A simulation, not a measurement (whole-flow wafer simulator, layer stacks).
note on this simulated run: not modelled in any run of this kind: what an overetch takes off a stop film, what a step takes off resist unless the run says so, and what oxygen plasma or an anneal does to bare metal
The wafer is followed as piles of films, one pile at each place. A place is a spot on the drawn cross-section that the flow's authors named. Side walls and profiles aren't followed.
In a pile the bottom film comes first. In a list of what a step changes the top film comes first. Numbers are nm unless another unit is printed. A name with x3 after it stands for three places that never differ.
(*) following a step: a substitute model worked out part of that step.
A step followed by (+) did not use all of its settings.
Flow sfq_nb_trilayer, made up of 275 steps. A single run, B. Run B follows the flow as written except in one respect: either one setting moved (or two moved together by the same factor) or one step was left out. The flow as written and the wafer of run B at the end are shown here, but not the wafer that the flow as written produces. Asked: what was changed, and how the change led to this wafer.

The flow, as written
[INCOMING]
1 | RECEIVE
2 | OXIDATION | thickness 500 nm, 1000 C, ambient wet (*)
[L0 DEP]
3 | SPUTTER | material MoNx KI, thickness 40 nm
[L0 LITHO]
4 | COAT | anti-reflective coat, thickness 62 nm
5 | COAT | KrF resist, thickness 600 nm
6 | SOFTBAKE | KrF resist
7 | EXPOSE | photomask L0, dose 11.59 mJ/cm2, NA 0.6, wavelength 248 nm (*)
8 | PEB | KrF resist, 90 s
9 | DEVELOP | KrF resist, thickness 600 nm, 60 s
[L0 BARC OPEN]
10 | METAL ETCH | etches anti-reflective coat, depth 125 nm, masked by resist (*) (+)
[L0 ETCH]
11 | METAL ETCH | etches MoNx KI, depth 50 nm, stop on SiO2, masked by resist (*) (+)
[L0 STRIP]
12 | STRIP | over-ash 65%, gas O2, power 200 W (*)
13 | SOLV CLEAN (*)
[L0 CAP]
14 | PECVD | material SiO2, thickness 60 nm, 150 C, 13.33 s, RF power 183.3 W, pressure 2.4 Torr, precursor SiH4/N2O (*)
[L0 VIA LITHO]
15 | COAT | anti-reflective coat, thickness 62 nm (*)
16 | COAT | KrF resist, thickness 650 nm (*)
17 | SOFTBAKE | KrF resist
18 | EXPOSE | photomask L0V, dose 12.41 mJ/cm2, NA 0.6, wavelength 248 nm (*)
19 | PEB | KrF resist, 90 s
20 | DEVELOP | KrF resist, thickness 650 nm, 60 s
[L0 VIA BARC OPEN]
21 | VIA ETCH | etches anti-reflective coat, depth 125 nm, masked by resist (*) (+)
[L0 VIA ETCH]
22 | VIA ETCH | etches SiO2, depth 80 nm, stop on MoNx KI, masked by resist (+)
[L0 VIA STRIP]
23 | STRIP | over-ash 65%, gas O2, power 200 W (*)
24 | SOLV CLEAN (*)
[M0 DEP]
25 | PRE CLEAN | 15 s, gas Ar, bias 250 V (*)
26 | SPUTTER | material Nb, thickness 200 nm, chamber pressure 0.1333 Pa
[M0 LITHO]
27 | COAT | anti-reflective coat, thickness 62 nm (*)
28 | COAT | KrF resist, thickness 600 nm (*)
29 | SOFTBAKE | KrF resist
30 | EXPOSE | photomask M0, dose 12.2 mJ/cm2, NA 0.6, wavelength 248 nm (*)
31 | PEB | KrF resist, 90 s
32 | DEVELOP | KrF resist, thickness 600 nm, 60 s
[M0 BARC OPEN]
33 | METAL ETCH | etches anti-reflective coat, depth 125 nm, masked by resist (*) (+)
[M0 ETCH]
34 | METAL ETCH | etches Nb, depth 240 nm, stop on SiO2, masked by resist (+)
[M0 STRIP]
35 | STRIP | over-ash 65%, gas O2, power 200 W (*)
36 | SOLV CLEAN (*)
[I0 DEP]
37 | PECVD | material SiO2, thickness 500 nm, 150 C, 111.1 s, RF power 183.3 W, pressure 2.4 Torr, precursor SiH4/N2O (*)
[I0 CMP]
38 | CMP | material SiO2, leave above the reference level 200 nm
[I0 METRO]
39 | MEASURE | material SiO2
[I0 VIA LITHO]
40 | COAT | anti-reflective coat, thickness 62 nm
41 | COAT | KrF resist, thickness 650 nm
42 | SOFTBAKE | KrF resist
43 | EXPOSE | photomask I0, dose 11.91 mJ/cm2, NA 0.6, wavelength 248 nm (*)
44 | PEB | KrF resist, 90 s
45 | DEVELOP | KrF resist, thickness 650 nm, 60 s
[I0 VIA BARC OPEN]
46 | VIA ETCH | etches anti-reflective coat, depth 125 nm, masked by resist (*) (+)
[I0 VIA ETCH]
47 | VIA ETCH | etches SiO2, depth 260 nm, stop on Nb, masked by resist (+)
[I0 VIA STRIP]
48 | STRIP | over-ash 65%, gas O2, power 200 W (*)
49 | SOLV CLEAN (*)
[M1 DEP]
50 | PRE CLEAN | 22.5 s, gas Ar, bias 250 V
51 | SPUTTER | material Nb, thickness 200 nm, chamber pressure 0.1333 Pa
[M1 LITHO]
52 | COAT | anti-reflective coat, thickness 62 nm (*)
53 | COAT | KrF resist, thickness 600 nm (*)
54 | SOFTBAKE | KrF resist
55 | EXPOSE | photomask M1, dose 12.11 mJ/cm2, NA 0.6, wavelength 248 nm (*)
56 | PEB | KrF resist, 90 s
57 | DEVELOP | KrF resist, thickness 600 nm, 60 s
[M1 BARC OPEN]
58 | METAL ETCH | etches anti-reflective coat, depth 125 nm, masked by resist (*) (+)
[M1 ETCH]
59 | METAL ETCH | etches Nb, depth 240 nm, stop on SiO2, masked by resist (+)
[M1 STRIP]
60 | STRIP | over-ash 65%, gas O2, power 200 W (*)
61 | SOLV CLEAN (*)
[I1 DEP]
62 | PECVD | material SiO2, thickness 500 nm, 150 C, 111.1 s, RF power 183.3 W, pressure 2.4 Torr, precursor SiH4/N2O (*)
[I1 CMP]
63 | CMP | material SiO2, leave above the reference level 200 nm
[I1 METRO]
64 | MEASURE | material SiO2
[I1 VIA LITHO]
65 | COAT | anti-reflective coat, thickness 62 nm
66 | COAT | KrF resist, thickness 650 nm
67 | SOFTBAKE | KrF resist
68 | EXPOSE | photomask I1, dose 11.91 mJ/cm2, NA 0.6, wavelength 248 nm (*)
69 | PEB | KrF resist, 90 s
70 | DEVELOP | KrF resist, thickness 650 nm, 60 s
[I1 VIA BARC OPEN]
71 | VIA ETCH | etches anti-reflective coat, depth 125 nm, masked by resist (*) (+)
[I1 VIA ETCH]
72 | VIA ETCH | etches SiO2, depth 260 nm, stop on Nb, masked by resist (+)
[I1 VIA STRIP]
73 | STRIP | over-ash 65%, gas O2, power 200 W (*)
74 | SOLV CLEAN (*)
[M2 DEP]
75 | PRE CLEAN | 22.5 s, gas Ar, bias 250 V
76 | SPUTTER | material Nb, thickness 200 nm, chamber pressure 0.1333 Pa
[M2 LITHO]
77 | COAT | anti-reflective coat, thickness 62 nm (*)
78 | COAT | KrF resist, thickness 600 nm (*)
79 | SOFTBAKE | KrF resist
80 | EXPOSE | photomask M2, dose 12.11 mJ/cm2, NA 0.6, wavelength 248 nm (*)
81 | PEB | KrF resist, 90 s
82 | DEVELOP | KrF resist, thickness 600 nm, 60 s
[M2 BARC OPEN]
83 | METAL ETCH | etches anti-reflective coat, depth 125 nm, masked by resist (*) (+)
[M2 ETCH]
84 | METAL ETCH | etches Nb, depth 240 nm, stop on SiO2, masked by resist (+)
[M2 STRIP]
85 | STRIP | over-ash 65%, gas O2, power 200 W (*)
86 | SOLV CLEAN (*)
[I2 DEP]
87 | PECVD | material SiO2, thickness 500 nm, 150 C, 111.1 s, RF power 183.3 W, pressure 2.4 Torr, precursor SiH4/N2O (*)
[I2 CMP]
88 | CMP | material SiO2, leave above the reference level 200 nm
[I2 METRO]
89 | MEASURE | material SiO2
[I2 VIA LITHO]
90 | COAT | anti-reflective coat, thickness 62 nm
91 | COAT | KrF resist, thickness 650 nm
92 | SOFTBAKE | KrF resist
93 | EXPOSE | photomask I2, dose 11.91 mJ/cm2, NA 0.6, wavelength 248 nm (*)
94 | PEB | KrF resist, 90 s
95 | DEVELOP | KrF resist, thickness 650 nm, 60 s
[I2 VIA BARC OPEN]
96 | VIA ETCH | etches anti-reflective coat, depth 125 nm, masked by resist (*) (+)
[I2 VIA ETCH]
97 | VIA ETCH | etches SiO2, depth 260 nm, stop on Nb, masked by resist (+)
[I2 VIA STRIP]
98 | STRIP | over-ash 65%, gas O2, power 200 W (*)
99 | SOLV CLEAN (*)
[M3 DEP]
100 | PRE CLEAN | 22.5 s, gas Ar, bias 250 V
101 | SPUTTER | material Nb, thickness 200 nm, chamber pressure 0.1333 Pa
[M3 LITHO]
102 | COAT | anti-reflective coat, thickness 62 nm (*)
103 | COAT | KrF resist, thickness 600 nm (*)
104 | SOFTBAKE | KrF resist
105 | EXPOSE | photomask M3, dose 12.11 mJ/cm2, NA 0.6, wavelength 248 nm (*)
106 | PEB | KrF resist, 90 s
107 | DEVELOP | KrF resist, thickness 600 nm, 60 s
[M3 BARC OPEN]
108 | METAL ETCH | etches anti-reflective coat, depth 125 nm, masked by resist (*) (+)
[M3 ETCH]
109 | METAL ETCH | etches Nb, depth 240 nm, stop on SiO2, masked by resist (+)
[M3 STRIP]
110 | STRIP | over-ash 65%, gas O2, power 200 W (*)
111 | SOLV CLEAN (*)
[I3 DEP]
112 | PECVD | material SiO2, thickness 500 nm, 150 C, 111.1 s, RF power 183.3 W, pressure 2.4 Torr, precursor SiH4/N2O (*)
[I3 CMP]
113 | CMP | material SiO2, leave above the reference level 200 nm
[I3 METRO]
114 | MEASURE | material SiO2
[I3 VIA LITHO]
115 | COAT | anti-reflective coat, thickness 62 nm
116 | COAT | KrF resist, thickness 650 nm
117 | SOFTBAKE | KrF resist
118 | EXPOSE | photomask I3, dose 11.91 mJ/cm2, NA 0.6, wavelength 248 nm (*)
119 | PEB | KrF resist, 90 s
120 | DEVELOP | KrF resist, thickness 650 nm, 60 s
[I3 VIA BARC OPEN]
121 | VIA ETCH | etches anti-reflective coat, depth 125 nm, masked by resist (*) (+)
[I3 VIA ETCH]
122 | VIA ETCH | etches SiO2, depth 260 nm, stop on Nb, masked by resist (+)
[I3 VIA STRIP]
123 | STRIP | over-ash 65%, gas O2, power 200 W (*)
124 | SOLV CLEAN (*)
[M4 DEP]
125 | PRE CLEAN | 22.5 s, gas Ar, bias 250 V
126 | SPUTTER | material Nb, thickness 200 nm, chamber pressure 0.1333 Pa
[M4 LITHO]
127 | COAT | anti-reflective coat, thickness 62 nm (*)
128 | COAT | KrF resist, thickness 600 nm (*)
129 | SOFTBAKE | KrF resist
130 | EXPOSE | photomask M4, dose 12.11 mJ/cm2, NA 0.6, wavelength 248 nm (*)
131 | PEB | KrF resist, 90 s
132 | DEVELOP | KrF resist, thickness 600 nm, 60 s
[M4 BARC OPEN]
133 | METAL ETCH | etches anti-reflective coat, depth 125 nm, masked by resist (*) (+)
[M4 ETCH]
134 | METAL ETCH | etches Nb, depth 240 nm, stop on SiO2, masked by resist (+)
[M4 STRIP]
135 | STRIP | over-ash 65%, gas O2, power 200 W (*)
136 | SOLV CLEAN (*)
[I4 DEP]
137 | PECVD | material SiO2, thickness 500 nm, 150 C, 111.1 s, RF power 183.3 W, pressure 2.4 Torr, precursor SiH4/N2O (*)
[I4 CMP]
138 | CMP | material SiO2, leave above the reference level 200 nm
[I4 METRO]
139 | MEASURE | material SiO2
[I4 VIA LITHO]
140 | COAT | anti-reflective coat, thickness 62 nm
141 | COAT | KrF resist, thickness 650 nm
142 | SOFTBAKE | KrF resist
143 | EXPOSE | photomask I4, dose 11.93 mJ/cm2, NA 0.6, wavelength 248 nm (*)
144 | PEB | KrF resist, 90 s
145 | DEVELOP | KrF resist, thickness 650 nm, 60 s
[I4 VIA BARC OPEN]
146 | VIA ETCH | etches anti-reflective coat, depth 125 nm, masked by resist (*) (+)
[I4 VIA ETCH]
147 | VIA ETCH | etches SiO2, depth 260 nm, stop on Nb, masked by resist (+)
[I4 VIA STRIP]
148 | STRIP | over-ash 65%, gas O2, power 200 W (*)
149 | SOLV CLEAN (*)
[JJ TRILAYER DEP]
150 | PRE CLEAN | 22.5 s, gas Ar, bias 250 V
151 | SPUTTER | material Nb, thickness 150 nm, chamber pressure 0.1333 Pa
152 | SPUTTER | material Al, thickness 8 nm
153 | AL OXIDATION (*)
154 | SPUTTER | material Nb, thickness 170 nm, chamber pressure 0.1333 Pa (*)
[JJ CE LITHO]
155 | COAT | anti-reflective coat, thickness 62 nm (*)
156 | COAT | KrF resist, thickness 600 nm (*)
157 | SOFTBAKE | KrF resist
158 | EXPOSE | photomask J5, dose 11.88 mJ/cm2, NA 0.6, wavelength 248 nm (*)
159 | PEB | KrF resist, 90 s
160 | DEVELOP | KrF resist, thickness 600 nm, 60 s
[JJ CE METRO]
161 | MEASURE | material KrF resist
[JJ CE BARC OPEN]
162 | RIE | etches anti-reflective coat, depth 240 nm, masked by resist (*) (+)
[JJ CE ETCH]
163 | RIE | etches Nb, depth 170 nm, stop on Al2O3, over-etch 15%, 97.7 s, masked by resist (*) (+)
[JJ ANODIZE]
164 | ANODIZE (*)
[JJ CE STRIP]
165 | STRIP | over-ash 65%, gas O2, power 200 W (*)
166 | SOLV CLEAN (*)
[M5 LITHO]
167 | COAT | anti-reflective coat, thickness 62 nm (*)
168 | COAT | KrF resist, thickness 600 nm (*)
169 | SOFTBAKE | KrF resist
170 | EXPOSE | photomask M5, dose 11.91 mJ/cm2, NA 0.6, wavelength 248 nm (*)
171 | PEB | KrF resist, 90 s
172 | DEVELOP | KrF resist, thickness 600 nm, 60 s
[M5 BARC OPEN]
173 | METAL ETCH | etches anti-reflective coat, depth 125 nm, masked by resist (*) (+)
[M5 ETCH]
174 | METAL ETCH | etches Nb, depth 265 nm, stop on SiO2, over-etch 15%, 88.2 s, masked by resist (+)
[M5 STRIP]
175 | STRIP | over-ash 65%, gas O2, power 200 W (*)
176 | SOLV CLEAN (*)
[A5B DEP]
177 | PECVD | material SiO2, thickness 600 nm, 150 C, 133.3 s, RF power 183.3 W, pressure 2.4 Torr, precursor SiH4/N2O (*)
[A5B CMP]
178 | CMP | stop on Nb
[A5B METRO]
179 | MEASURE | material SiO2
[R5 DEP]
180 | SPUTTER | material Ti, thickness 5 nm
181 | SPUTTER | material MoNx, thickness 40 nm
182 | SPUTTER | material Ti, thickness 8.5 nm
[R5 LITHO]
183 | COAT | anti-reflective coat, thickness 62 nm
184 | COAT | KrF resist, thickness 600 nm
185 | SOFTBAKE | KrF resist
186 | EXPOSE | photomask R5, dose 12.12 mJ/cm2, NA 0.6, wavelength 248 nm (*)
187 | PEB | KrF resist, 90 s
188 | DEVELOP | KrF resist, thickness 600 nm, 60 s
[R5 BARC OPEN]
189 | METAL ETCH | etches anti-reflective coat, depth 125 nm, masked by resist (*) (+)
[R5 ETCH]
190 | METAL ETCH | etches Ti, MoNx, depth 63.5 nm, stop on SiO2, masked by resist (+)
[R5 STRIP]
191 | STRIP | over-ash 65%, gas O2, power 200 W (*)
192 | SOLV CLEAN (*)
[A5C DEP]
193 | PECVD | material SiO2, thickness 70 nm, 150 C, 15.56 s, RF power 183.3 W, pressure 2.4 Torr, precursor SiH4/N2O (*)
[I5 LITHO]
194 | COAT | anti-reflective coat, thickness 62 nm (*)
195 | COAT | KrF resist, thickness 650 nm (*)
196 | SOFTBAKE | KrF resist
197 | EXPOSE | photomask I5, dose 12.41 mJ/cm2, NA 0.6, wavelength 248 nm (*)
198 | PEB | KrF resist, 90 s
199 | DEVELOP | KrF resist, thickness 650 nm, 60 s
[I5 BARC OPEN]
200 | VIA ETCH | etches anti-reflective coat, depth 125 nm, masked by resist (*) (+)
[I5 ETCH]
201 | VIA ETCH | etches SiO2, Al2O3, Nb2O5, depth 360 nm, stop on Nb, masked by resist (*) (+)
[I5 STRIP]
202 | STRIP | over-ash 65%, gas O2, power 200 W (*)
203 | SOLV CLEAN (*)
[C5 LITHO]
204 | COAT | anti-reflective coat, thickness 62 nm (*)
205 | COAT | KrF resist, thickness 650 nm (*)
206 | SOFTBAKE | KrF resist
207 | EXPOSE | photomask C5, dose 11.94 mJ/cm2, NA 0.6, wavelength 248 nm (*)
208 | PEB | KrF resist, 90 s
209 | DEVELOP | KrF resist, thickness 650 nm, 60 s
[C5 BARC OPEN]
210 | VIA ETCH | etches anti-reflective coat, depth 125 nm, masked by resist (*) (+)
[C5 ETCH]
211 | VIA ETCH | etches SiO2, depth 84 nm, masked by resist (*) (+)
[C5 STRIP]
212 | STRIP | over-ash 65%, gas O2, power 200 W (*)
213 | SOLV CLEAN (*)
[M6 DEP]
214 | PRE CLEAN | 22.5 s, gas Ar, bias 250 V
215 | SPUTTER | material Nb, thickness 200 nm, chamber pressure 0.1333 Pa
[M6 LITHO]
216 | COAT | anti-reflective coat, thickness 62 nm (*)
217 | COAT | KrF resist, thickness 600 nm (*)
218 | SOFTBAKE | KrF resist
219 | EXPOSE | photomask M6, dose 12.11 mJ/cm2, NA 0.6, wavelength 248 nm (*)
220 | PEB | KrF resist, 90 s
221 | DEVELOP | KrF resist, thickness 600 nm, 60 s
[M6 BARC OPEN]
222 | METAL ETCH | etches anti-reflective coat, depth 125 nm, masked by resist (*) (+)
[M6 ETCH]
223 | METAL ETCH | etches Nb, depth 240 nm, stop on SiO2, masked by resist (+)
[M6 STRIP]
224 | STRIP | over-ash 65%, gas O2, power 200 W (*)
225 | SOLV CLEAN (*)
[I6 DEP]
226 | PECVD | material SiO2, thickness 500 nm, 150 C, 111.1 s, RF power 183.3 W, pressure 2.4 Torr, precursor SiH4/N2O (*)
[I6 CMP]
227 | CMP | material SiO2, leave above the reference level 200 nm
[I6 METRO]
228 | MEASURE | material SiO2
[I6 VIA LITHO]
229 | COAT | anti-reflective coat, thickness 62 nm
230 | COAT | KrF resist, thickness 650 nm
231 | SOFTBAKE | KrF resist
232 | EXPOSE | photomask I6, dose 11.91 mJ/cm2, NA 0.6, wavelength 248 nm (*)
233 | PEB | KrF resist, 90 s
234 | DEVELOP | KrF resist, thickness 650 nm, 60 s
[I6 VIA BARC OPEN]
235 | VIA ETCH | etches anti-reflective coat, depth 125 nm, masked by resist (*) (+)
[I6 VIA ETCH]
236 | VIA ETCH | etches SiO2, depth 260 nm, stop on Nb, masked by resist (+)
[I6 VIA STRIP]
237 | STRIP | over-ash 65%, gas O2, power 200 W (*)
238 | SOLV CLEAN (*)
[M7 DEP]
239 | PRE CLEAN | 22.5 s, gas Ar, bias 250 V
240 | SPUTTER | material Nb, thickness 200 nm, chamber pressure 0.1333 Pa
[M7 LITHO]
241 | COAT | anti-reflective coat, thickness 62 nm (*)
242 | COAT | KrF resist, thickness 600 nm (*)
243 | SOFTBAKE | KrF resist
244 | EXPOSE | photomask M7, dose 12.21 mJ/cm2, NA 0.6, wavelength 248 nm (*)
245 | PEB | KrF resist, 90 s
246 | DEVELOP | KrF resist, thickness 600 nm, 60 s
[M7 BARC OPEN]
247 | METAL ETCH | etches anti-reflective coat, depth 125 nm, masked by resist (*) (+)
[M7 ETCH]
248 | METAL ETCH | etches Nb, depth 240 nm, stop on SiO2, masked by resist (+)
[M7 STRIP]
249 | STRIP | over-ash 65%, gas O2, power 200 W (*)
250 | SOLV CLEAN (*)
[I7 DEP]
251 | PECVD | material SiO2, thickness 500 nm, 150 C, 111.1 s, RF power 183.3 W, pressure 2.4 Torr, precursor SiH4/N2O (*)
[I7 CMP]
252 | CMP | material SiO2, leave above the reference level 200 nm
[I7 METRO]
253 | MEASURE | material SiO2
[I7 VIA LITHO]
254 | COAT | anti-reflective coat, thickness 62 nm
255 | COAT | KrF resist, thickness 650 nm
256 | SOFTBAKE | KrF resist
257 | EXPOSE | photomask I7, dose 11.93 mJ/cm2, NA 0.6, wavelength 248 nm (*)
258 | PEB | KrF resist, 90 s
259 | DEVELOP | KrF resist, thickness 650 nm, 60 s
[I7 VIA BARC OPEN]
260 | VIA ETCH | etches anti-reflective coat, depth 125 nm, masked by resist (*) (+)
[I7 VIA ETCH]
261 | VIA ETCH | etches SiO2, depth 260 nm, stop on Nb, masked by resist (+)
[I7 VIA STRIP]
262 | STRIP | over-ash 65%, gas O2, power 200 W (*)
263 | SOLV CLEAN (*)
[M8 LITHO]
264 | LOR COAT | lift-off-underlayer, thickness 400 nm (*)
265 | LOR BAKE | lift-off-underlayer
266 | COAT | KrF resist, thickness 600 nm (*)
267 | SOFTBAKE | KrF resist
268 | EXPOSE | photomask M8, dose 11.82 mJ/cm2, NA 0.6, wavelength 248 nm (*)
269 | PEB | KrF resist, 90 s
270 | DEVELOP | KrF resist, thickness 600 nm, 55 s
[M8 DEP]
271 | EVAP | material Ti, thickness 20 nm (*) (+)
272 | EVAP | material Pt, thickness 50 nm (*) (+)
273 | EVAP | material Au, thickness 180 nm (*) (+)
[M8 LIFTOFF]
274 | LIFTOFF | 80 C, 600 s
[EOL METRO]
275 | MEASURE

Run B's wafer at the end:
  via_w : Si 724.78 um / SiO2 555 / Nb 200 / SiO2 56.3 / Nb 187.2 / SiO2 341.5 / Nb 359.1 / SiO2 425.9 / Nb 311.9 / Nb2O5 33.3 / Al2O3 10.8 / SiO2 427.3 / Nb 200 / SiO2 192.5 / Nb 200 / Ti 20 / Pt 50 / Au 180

What caused this: step 47, VIA ETCH: depth 136 nm was run, while the flow as written has depth 260 nm.

The path from the change to this, step by step:
  47 | VIA ETCH | etches SiO2, depth 260 nm, stop on Nb, masked by resist (+)
      via_w: SiO2 loses 136 (as written it would have been: SiO2 loses 199.8 (all of it))
      field_l, v_sur, via_wl and 102 more: KrF resist loses 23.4 (as written it would have been: KrF resist loses 44.8)
  48 | STRIP | over-ash 65%, gas O2, power 200 W (*)
      field_l, v_sur, via_wl and 102 more: KrF resist loses 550 (all of it), anti-reflective coat loses 62 (all of it) (as written it would have been: KrF resist loses 528.6 (all of it), anti-reflective coat loses 62 (all of it))
  50 | PRE CLEAN | 22.5 s, gas Ar, bias 250 V
      via_w: SiO2 loses 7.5 (as written it would have been: Nb loses 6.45)
  51 | SPUTTER | material Nb, thickness 200 nm, chamber pressure 0.1333 Pa
      via_w: Nb gains 187.2 (new film) (as written it would have been: Nb gains 174.5)
  52 | COAT | anti-reflective coat, thickness 62 nm (*)
      via_wl: anti-reflective coat gains 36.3 (new film) (as written it would have been: anti-reflective coat gains 33.8 (new film))
      via_w: anti-reflective coat gains 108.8 (new film) (as written it would have been: anti-reflective coat gains 123.1 (new film))
      (and at 1 other place as well)
  53 | COAT | KrF resist, thickness 600 nm (*)
      via_w: KrF resist gains 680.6 (new film) (as written it would have been: KrF resist gains 731.8 (new film))
  60 | STRIP | over-ash 65%, gas O2, power 200 W (*)
      via_wl: KrF resist loses 390.8 (all of it), anti-reflective coat loses 36.3 (all of it) (as written it would have been: KrF resist loses 385.5 (all of it), anti-reflective coat loses 33.8 (all of it))
      via_w: KrF resist loses 462.8 (all of it), anti-reflective coat loses 108.8 (all of it) (as written it would have been: KrF resist loses 513.8 (all of it), anti-reflective coat loses 123.1 (all of it))
      (and at 1 other place as well)
  62 | PECVD | material SiO2, thickness 500 nm, 150 C, 111.1 s, RF power 183.3 W, pressure 2.4 Torr, precursor SiH4/N2O (*)
      via_w: SiO2 gains 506 (new film) (as written it would have been: SiO2 gains 606 (new film))
  63 | CMP | material SiO2, leave above the reference level 200 nm
      via_w: SiO2 loses 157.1 (as written it would have been: SiO2 loses 181.6)
Taking metal films that touch as one body, via_w has 6 bodies (between them, from the top down: SiO2 192.5; SiO2 427.3 / Al2O3 10.8 / Nb2O5 33.3; SiO2 425.9; SiO2 341.5; SiO2 56.3); the flow as written gives 5 bodies (between them, from the top down: SiO2 192.5; SiO2 427.3 / Al2O3 10.8 / Nb2O5 33.3; SiO2 425.9; SiO2 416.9).
